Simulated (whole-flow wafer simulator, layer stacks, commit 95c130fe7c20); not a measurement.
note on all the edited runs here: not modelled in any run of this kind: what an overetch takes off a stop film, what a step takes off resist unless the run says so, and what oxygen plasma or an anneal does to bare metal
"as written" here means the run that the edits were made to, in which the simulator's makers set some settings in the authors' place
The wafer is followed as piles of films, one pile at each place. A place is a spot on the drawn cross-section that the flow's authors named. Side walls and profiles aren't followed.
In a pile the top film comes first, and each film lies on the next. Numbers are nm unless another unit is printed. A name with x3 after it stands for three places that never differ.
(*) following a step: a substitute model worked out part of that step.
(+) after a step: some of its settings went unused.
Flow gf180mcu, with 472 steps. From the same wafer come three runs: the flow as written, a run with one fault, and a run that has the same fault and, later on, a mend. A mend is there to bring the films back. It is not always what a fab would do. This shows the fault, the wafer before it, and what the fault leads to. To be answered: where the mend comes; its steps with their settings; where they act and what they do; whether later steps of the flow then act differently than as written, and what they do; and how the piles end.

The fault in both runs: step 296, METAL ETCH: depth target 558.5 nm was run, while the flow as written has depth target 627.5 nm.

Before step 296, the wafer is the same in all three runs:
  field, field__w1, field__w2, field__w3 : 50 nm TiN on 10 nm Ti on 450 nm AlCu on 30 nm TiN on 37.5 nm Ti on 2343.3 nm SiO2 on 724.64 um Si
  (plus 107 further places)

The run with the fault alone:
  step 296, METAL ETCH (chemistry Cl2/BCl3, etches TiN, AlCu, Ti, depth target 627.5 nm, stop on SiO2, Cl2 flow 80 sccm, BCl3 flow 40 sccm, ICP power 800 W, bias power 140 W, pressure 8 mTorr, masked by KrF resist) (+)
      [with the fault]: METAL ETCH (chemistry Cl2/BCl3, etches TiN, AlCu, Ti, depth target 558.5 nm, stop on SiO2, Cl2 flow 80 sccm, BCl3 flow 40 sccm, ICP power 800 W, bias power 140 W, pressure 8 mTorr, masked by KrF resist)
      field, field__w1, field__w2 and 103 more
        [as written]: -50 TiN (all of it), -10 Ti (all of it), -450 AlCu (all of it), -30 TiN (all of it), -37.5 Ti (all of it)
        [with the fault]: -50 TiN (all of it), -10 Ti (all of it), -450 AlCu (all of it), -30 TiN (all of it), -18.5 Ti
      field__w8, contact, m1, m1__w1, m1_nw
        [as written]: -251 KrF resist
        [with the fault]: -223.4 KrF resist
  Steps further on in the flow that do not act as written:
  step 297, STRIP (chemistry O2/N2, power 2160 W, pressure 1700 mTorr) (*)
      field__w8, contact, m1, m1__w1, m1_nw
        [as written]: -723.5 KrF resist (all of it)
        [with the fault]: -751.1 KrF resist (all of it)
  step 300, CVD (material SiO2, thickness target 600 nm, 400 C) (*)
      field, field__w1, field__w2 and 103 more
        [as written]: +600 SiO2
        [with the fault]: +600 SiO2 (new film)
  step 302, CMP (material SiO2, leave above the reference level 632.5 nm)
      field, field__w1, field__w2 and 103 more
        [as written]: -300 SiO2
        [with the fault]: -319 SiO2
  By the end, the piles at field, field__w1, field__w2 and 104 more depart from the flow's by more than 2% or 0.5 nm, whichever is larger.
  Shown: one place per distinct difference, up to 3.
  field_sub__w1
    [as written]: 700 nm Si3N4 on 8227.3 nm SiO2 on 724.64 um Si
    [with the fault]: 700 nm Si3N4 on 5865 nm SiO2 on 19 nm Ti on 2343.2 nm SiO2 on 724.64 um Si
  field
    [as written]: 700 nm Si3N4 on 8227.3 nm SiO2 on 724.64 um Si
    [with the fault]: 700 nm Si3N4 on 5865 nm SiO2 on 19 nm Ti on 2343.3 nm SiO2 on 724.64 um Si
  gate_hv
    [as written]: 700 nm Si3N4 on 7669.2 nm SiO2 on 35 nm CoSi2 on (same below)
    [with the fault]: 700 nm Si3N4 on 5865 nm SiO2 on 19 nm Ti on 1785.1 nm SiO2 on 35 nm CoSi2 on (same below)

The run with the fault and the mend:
  The mend follows step 296.
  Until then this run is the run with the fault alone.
  step 296a, METAL ETCH (chemistry Cl2/BCl3, etches TiN, AlCu, Ti, depth target 69 nm, stop on SiO2, Cl2 flow 80 sccm, BCl3 flow 40 sccm, ICP power 800 W, bias power 140 W, pressure 8 mTorr, masked by KrF resist) (+) (the flow's step 296, run once more with other settings)
      field, field__w1, field__w2 and 103 more
        -19 Ti (all of it)
      field__w8, contact, m1, m1__w1, m1_nw
        -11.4 KrF resist
  Steps further on in the flow that do not act as written:
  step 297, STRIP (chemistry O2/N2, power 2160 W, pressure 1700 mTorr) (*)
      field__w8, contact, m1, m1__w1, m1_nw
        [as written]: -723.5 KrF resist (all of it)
        [with the mend]: -739.7 KrF resist (all of it)
  The piles end the same as the flow's at every place that both follow.
